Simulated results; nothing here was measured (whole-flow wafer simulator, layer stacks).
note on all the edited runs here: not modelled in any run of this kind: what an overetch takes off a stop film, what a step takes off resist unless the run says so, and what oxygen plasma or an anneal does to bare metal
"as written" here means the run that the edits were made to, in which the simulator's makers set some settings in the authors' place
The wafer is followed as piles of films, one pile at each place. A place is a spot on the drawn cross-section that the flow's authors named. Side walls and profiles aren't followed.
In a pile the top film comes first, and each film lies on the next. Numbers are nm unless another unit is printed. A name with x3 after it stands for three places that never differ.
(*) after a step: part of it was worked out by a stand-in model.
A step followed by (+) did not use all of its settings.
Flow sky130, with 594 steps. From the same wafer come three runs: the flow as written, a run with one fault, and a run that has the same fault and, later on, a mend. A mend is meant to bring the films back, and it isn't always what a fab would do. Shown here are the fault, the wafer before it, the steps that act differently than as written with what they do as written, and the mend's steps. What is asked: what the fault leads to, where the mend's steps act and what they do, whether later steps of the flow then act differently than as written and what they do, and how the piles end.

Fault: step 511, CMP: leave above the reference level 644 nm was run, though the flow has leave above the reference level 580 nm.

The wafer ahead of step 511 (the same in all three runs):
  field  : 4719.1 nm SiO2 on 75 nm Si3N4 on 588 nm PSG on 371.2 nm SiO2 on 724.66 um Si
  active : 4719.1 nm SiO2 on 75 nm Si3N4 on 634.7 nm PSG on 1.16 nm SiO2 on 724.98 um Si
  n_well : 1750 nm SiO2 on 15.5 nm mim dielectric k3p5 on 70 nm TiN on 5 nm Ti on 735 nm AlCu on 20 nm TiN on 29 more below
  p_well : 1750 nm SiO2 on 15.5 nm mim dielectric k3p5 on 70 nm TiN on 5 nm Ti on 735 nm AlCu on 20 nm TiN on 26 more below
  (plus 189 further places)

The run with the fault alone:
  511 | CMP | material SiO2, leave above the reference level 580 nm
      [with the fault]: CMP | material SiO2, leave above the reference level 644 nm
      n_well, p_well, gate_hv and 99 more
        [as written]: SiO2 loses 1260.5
        [with the fault]: SiO2 loses 1196.5
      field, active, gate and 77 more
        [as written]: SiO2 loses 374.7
        [with the fault]: SiO2 loses 310.7
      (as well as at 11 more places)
  Steps later in the flow that act otherwise than as written (1 more step, not shown, differs only slightly: by at most 2% or 0.5 nm, whichever is larger):
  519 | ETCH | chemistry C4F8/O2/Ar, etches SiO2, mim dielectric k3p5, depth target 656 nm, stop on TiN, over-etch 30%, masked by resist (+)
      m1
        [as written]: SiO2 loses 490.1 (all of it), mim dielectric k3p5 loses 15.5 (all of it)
        [with the fault]: SiO2 loses 554.1 (all of it), mim dielectric k3p5 loses 15.5 (all of it)
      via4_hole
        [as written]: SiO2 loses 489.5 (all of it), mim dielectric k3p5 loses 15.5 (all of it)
        [with the fault]: SiO2 loses 553.5 (all of it), mim dielectric k3p5 loses 15.5 (all of it)
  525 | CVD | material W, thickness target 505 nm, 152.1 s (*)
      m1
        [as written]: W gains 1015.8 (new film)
        [with the fault]: W gains 1080.2 (new film)
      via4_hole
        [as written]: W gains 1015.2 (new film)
        [with the fault]: W gains 1079.6 (new film)
  The piles end different from the flow's at n_well, p_well, gate_hv and 115 more by more than 2% or 0.5 nm, whichever is larger.
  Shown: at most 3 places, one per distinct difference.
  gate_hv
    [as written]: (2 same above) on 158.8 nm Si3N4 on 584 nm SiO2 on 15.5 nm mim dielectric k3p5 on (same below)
    [with the fault]: (2 same above) on 158.8 nm Si3N4 on 648 nm SiO2 on 15.5 nm mim dielectric k3p5 on (same below)
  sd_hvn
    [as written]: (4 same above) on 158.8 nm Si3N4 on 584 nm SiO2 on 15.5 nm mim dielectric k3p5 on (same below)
    [with the fault]: (4 same above) on 158.8 nm Si3N4 on 648 nm SiO2 on 15.5 nm mim dielectric k3p5 on (same below)
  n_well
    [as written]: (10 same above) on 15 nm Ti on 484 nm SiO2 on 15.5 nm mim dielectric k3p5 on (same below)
    [with the fault]: (10 same above) on 15 nm Ti on 548 nm SiO2 on 15.5 nm mim dielectric k3p5 on (same below)

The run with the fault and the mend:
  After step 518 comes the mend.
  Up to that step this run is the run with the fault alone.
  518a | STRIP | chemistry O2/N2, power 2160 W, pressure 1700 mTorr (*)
      field, active, n_well and 188 more
        resist loses 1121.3 (all of it)
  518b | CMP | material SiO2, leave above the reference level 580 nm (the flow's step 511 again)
      field, active, n_well and 190 more
        SiO2 loses 64
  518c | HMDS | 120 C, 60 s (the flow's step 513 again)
      does not change any film at any place that is followed
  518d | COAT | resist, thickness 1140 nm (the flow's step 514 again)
      field, active, n_well and 190 more
        resist gains 1140 (new film)
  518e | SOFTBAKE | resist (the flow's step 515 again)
      does not change any film at any place that is followed
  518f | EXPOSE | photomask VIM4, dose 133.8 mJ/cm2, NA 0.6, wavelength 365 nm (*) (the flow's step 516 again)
      does not change any film at any place that is followed
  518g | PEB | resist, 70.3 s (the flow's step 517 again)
      field, active, n_well and 190 more
        resist loses 18.7
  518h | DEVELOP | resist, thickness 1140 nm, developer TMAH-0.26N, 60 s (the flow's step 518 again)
      m1, via4_hole
        resist loses 1121.3 (all of it)
  Every later step of the flow that is run acts as written at every place that is followed.
  At every place that both follow, the piles at the end match the flow's.
